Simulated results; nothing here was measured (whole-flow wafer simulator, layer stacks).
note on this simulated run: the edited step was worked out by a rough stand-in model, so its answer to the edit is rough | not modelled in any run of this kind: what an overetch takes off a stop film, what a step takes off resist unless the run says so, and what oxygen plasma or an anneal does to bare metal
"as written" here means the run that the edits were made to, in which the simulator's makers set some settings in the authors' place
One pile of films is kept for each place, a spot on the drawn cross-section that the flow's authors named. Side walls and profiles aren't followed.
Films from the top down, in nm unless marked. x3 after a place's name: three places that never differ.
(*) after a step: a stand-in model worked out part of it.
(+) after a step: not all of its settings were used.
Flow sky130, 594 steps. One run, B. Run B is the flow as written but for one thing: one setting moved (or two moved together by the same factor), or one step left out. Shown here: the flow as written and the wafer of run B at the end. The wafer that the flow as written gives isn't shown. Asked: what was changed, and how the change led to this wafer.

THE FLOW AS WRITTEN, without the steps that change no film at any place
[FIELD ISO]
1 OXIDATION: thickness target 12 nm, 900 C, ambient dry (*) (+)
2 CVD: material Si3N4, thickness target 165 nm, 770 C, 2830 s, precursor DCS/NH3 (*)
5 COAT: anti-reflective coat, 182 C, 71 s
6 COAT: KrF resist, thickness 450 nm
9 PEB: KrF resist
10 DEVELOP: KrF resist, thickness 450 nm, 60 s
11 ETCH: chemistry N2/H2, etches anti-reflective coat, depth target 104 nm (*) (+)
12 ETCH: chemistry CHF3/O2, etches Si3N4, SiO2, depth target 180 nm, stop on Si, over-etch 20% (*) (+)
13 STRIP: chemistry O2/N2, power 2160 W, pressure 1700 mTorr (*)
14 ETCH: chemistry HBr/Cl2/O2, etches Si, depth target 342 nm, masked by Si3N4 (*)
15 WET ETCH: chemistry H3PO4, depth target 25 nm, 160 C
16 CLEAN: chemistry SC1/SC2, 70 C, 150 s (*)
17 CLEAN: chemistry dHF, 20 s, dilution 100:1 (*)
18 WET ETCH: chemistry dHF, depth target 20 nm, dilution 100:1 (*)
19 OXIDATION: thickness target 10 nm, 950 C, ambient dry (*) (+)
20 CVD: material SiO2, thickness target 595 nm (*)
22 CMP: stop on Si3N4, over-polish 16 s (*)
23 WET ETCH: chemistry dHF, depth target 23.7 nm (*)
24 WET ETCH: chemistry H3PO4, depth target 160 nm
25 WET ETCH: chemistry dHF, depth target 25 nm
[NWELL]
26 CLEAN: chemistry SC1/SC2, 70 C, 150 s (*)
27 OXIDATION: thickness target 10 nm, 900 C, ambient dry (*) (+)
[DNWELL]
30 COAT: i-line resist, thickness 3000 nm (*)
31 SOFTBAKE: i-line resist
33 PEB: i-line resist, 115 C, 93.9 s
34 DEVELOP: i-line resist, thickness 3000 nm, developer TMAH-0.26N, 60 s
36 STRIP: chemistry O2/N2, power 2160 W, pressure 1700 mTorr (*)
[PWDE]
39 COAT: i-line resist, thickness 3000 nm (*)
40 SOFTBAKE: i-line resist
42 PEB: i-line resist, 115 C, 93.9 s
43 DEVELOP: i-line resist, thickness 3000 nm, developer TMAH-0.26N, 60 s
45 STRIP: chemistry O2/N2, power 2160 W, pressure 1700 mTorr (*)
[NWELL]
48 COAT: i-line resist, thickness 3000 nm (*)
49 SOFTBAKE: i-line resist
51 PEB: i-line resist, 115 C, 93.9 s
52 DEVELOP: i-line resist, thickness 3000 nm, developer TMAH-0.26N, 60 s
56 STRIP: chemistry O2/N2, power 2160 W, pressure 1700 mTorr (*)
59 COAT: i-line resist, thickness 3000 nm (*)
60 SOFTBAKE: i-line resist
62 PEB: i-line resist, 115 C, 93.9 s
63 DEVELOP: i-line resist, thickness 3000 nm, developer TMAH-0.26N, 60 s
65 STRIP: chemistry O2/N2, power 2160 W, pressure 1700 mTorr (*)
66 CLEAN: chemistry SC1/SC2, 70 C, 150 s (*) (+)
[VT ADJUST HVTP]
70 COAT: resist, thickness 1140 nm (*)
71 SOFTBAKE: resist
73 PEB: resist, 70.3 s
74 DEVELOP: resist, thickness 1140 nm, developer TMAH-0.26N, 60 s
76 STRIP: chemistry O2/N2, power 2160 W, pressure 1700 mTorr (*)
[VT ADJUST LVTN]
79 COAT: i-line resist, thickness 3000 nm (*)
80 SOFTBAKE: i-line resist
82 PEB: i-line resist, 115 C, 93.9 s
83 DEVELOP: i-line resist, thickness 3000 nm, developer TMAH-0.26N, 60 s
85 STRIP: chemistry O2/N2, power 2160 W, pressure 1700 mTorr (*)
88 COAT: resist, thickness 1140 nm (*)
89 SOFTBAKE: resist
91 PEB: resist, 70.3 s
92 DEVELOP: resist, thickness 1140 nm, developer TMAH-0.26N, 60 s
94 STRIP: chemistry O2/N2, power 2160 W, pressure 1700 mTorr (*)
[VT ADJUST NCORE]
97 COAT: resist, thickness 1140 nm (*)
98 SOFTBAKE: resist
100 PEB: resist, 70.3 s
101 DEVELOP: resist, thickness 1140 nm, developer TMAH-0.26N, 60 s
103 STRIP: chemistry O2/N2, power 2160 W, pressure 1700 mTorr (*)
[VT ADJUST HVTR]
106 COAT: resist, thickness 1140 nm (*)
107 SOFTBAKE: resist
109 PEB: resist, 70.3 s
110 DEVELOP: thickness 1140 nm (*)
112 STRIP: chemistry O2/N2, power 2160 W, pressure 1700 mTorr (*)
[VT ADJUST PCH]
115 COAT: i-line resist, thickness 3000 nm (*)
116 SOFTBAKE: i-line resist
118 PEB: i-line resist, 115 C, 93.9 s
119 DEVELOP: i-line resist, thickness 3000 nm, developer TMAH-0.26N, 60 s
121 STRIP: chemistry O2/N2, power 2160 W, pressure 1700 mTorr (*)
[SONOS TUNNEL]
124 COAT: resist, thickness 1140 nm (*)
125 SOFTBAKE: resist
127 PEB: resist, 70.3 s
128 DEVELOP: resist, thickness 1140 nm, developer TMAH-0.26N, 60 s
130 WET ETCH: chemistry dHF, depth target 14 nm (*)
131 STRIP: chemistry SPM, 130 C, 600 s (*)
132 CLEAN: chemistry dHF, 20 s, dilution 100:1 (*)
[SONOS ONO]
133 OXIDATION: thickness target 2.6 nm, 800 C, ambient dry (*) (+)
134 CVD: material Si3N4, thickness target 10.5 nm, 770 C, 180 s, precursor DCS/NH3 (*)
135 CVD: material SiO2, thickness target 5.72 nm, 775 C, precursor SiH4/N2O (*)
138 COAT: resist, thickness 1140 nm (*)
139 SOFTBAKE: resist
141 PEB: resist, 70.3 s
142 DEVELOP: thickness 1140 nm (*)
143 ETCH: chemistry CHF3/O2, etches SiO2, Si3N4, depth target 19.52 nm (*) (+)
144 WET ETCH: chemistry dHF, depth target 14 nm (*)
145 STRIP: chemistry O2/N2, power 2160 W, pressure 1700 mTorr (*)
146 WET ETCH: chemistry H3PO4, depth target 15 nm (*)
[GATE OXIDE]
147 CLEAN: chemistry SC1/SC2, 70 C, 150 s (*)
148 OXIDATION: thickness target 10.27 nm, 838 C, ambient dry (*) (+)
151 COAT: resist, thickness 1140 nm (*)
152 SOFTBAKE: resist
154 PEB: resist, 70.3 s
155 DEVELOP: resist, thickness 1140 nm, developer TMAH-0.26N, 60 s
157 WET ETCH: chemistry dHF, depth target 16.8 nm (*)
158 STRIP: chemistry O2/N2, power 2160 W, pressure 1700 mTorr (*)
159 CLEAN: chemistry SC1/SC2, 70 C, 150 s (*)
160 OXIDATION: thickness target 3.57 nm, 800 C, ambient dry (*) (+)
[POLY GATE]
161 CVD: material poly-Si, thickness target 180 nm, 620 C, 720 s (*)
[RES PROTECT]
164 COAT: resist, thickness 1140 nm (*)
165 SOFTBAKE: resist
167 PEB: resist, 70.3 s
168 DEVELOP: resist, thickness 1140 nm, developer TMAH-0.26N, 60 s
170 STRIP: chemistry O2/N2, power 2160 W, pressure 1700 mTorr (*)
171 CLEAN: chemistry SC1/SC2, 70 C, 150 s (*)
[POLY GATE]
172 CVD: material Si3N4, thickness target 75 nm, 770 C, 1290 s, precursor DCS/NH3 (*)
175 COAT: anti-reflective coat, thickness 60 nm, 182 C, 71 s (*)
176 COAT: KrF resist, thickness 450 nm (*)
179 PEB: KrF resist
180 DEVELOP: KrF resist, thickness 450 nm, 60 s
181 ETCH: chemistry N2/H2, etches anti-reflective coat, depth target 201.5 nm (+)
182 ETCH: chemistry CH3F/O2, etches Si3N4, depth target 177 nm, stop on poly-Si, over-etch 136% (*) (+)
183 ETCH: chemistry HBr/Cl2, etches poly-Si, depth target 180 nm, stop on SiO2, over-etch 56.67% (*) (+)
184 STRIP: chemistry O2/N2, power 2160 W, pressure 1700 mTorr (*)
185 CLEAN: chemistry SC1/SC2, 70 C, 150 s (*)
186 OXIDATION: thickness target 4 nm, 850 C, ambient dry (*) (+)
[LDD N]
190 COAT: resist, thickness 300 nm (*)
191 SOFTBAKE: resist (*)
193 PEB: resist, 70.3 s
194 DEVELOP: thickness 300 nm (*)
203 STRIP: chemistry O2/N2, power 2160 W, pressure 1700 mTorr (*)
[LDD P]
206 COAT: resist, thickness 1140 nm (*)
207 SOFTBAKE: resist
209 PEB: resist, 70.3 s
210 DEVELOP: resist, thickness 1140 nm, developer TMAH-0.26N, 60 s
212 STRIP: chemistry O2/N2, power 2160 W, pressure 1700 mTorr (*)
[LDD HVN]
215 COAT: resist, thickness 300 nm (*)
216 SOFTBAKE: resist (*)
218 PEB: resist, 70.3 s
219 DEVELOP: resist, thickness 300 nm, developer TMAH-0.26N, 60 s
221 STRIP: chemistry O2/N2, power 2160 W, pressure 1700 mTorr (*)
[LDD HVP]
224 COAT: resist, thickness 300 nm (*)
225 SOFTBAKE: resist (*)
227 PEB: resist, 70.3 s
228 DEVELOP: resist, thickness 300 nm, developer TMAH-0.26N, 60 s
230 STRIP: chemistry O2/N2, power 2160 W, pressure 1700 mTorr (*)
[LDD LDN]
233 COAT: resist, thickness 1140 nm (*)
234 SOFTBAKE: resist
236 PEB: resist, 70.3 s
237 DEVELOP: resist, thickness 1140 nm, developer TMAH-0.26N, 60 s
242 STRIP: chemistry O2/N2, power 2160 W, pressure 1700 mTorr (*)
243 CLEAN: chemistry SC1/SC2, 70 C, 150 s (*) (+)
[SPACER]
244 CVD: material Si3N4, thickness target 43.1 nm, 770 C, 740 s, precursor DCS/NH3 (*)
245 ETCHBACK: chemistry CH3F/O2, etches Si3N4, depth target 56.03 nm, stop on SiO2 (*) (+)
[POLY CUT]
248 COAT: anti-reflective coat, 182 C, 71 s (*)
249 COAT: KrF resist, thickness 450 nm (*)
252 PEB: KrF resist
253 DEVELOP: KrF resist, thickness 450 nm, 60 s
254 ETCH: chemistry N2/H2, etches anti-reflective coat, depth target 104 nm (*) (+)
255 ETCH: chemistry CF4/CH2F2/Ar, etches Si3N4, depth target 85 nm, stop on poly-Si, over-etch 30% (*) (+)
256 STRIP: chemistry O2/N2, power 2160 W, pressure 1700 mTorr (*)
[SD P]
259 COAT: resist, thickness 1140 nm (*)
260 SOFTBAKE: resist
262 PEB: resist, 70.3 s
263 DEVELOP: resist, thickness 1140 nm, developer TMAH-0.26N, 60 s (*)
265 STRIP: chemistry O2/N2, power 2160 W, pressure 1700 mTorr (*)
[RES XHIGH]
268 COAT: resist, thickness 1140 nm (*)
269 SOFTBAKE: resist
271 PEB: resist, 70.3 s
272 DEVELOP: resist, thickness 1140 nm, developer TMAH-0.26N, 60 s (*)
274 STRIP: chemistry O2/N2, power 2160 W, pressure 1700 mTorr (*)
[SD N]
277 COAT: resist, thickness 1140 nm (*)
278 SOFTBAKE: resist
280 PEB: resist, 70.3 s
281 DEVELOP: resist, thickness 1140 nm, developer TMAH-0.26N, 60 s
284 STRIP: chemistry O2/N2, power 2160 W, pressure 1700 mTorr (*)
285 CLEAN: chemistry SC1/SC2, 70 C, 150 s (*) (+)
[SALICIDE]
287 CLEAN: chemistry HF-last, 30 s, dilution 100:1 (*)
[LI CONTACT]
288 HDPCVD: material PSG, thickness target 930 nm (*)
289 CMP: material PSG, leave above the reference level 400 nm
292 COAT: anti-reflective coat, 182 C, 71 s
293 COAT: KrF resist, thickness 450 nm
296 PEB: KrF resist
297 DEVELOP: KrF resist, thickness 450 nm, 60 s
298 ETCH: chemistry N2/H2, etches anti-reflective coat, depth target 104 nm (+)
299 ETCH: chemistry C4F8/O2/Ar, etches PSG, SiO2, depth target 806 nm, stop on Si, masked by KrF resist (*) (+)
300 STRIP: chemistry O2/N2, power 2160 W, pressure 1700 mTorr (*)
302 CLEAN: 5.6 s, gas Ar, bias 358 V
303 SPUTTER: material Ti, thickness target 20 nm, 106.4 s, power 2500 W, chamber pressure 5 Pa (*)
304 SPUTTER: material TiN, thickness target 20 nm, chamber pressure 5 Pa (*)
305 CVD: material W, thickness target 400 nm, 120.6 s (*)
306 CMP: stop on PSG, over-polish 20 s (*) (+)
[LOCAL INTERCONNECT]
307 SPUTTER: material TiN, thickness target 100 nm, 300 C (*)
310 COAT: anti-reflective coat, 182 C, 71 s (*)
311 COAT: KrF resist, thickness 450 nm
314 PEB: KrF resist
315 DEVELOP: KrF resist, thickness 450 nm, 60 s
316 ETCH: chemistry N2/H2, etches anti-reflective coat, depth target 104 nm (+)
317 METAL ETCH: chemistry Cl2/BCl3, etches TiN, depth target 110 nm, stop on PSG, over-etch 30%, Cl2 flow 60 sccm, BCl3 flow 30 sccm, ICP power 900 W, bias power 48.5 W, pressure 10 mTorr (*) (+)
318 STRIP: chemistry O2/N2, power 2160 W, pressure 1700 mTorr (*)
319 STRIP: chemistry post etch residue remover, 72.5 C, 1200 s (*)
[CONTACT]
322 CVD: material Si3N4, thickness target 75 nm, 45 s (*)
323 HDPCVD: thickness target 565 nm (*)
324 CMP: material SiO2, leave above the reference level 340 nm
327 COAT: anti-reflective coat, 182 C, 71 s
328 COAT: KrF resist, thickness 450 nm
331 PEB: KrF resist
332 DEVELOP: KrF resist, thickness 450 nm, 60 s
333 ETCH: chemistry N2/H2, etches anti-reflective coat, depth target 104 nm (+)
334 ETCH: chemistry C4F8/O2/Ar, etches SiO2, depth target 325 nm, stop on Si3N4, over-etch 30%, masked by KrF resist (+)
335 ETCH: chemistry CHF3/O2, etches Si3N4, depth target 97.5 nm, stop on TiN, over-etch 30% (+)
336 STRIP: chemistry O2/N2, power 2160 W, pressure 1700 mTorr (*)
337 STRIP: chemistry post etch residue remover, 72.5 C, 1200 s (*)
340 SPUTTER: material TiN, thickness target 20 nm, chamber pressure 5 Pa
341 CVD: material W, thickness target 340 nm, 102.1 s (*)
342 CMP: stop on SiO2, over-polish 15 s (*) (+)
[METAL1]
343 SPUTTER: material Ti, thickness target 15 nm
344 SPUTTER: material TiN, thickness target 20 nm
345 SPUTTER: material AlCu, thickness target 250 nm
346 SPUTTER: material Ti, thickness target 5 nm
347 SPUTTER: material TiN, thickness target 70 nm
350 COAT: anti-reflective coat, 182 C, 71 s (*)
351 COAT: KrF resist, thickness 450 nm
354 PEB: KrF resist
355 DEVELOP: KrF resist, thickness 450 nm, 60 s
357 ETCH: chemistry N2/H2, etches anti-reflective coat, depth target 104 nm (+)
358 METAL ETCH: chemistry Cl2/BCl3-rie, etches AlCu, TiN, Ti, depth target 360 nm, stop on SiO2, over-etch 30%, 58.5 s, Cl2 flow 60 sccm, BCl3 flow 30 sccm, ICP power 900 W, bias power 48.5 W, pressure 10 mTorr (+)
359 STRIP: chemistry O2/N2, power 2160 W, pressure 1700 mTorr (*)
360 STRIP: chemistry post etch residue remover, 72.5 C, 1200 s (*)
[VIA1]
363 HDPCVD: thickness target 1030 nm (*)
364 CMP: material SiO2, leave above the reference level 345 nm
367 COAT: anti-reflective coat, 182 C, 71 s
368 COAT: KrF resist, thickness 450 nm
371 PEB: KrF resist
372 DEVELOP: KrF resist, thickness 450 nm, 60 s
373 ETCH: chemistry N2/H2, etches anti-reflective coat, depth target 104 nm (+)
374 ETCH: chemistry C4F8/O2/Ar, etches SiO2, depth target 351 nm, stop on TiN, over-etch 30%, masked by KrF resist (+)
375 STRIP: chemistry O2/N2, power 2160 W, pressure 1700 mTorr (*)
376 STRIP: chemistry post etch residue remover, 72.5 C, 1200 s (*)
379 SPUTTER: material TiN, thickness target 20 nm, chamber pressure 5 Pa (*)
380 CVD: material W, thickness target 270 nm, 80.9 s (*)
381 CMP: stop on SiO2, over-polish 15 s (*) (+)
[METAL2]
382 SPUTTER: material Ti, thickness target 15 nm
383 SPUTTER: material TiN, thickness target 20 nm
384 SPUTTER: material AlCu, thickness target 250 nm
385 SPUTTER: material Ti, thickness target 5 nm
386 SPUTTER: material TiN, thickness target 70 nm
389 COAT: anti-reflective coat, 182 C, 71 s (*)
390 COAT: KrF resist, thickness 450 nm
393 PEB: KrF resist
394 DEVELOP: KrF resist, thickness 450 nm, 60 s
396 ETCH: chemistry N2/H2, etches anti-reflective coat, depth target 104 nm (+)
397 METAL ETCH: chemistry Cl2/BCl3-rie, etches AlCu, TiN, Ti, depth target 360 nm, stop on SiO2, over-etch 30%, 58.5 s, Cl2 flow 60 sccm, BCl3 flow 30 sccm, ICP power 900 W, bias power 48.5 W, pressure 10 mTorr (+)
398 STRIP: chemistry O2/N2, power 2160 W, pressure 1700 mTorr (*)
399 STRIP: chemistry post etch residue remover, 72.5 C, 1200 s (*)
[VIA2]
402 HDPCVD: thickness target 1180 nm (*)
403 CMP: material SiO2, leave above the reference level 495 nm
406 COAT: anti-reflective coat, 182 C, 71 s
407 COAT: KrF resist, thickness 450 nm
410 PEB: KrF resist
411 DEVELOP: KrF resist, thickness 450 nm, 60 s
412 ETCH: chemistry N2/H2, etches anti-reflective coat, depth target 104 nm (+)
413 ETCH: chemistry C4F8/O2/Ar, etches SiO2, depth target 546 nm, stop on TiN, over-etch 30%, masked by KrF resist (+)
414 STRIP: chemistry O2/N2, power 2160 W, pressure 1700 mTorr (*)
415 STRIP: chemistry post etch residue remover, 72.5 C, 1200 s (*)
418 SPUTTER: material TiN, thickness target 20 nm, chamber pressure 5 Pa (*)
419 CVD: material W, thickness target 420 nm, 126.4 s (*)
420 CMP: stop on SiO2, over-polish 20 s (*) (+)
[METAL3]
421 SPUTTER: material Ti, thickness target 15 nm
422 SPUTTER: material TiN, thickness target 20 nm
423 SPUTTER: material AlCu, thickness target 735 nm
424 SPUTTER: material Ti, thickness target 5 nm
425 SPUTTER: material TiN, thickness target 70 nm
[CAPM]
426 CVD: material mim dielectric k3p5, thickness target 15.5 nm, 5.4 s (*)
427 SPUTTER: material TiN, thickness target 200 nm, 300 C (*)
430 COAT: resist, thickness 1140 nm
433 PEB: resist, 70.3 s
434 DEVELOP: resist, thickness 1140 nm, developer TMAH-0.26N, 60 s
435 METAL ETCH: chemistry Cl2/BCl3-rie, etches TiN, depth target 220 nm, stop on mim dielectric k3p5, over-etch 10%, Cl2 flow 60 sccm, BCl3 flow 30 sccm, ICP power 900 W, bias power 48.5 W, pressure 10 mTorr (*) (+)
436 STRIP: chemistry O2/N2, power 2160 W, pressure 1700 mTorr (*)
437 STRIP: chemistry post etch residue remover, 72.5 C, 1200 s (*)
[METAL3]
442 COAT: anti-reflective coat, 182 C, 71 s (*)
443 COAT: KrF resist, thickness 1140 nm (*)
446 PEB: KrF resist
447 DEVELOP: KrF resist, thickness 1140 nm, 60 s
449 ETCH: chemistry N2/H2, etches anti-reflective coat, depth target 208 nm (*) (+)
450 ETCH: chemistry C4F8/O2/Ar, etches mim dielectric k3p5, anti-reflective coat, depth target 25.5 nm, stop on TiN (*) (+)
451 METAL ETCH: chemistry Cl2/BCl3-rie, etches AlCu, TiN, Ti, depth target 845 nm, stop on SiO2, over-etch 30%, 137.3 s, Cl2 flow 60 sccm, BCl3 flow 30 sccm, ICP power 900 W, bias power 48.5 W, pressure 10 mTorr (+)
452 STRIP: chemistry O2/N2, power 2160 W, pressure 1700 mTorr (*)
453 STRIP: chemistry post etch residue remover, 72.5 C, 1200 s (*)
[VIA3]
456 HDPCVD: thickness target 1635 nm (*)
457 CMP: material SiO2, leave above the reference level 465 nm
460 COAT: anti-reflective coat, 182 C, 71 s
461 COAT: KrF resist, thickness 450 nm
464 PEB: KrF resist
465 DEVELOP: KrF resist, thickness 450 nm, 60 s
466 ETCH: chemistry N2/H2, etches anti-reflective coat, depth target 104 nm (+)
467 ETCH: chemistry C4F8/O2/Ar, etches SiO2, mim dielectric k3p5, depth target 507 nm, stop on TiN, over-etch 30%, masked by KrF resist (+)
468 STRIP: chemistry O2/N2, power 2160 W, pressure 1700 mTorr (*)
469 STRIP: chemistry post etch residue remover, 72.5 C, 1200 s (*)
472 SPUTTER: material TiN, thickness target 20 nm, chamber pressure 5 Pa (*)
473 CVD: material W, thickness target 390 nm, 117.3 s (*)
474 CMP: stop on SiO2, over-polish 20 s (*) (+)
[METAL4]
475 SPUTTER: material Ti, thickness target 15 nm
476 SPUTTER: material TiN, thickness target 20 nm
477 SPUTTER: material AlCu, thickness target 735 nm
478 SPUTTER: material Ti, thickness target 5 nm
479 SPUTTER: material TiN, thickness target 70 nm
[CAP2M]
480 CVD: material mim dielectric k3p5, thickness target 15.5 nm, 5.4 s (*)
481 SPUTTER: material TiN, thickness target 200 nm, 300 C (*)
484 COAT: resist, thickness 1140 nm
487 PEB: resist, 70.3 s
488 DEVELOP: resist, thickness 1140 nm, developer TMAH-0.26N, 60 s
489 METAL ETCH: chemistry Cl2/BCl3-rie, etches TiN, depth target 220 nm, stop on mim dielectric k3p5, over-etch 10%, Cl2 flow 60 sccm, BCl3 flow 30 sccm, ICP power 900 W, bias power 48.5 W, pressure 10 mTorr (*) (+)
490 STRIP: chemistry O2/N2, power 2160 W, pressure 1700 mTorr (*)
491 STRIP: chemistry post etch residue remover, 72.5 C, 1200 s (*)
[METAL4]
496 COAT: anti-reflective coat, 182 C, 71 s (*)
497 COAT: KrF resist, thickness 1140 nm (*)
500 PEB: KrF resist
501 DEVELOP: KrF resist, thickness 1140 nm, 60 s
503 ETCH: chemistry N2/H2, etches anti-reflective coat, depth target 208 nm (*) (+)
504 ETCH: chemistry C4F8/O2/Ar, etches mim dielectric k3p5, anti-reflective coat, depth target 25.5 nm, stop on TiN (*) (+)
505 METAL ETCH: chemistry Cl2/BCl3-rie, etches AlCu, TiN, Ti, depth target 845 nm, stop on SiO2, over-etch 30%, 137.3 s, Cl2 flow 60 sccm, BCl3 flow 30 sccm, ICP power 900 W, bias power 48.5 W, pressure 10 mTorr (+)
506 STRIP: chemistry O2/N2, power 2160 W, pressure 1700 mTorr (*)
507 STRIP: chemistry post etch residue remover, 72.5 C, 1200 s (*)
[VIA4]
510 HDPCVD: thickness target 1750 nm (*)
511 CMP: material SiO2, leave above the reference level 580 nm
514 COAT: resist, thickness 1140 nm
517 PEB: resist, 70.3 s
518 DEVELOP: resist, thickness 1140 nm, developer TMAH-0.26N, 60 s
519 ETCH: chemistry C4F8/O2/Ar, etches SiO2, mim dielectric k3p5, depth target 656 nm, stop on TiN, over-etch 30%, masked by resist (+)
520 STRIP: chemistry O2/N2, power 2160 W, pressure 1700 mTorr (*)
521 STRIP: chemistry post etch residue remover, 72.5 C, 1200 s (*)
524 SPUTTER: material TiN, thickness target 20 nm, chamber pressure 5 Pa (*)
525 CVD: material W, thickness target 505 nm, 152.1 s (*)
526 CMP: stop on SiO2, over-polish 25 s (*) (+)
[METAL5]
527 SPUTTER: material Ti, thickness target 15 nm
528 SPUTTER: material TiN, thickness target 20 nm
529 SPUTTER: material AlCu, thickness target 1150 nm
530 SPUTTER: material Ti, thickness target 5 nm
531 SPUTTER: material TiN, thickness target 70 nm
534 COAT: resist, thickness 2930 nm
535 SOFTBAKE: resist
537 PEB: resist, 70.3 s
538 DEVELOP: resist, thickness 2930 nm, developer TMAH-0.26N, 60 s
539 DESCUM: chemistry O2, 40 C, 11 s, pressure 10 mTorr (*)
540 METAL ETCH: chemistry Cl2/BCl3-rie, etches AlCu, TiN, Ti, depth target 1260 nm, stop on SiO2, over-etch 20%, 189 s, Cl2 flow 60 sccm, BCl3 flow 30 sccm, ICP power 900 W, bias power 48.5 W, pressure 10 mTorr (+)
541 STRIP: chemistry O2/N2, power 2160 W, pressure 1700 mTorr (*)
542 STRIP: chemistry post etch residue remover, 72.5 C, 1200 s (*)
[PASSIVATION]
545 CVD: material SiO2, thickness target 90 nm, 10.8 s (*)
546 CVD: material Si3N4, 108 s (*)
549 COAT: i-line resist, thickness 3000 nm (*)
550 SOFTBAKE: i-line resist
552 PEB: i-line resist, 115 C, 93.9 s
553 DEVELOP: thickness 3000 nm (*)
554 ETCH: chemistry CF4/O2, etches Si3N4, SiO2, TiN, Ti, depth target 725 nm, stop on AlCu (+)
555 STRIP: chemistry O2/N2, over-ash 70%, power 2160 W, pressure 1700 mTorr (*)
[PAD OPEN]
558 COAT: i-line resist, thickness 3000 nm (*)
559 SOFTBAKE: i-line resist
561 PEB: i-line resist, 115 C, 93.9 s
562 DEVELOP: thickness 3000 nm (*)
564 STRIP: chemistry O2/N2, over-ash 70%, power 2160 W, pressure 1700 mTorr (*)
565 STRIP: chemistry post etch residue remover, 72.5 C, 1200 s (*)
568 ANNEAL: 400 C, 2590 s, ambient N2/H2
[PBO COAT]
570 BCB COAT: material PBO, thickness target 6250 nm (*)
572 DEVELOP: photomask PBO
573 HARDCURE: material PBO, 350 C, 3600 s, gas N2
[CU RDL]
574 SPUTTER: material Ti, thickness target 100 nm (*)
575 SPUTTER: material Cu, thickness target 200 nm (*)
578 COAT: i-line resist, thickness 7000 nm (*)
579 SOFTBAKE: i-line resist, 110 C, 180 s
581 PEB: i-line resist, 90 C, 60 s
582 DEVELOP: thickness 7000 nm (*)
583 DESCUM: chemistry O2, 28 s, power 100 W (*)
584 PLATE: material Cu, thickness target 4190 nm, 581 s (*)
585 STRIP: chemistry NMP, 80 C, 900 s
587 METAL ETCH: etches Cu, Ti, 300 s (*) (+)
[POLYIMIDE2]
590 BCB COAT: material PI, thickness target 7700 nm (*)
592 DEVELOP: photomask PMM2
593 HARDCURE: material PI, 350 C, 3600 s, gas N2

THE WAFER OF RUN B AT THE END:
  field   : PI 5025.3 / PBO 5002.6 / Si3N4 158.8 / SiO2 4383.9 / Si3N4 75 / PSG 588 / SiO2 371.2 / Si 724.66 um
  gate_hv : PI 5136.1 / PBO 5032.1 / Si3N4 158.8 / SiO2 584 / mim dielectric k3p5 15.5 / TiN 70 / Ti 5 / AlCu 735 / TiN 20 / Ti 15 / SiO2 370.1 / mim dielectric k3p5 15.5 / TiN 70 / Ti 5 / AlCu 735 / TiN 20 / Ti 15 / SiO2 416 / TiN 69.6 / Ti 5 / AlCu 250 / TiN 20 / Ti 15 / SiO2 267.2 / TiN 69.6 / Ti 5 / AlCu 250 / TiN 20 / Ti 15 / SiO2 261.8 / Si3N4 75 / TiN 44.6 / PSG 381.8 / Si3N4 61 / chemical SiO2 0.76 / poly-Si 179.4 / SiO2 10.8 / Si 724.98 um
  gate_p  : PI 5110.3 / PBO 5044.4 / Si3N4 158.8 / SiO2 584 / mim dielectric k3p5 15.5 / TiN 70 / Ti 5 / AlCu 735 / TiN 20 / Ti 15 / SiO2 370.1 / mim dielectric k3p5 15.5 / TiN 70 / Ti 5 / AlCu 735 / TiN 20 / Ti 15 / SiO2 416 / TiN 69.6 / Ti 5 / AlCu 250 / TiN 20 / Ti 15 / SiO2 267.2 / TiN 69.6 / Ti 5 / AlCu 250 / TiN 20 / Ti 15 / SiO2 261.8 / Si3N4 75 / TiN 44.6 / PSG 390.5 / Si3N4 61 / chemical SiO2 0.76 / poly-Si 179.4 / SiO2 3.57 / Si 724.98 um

The cause: step 307, SPUTTER: thickness target 45 nm was run, where the flow has thickness target 100 nm.

How the change led to this, step by step:
  307 SPUTTER: material TiN, thickness target 100 nm, 300 C (*)
      field, active, n_well and 188 more: TiN +45 (new film) (as written it would be: TiN +100 (new film))
  317 METAL ETCH: chemistry Cl2/BCl3, etches TiN, depth target 110 nm, stop on PSG, over-etch 30%, Cl2 flow 60 sccm, BCl3 flow 30 sccm, ICP power 900 W, bias power 48.5 W, pressure 10 mTorr (*) (+)
      n_well, p_well, gate_hv and 97 more: KrF resist -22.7 (as written it would be: KrF resist -44)
      field, active, gate and 88 more: TiN -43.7 (all of it) (as written it would be: TiN -98.7 (all of it))
  318 STRIP: chemistry O2/N2, power 2160 W, pressure 1700 mTorr (*)
      n_well, p_well, gate_hv and 93 more: KrF resist -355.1 (all of it), anti-reflective coat -80 (all of it) (as written it would be: KrF resist -333.8 (all of it), anti-reflective coat -80 (all of it))
      poly_licon, ndiff_licon, ndiff_licon_cpp, rpo_hd_licon: KrF resist -355.2 (all of it), anti-reflective coat -80.5 (all of it) (as written it would be: KrF resist -333.9 (all of it), anti-reflective coat -80.5 (all of it))
  324 CMP: material SiO2, leave above the reference level 340 nm
      field, active, gate and 88 more: SiO2 -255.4 (as written it would be: SiO2 -200.4)
